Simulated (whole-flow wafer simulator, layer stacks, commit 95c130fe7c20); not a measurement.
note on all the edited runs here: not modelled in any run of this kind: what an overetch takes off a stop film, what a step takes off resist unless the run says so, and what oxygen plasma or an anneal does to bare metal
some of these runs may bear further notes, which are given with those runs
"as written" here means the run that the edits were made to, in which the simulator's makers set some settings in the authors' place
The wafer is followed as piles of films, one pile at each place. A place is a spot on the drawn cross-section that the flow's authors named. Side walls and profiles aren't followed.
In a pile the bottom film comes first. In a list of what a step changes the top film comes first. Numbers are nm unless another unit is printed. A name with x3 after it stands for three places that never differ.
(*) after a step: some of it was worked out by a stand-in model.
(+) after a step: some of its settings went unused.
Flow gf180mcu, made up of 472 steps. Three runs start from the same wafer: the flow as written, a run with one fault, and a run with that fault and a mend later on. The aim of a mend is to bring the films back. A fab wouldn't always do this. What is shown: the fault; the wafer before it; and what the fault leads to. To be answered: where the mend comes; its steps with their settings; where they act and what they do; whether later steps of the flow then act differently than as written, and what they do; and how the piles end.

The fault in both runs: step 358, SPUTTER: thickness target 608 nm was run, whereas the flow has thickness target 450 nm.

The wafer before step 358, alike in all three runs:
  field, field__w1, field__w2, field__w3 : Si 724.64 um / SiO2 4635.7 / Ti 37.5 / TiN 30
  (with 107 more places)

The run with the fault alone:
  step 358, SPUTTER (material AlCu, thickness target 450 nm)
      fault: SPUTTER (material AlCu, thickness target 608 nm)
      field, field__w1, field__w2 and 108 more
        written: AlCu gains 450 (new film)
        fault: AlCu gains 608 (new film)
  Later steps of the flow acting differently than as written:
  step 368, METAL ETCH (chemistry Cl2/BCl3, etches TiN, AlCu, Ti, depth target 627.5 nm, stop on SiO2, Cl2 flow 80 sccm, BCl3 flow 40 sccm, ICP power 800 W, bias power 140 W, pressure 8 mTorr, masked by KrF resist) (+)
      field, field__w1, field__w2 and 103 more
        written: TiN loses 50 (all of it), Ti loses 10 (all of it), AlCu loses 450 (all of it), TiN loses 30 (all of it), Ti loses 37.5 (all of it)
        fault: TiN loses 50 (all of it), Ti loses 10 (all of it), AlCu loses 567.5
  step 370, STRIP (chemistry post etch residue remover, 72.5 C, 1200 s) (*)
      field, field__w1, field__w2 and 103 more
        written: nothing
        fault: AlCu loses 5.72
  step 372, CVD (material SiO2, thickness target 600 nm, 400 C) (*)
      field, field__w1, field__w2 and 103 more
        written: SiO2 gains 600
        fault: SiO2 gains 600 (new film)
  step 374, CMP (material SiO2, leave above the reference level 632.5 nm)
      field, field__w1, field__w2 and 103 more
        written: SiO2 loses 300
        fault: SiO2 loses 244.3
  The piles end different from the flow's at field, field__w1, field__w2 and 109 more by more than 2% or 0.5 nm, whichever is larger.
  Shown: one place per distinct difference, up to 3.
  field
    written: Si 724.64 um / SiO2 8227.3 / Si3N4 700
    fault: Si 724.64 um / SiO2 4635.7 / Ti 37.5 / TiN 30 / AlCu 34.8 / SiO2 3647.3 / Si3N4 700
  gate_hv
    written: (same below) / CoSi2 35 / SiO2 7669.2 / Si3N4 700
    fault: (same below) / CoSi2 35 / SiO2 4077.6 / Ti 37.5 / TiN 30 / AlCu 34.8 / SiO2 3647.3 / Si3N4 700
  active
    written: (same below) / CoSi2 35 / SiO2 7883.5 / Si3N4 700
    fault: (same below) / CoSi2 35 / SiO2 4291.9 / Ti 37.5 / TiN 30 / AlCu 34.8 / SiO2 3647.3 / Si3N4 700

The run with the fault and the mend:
  After step 358 comes the mend.
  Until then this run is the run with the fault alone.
  step 358a, METAL ETCH (chemistry Cl2/BCl3, etches TiN, AlCu, Ti, depth target 158 nm, Cl2 flow 80 sccm, BCl3 flow 40 sccm, ICP power 800 W, bias power 140 W, pressure 8 mTorr) (a further turn of the flow's step 260, with different settings)
      field, field__w1, field__w2 and 108 more
        AlCu loses 158
  None of the later steps of the flow acts differently than as written at any place that is followed.
  The piles end the same as the flow's at every place that both follow.
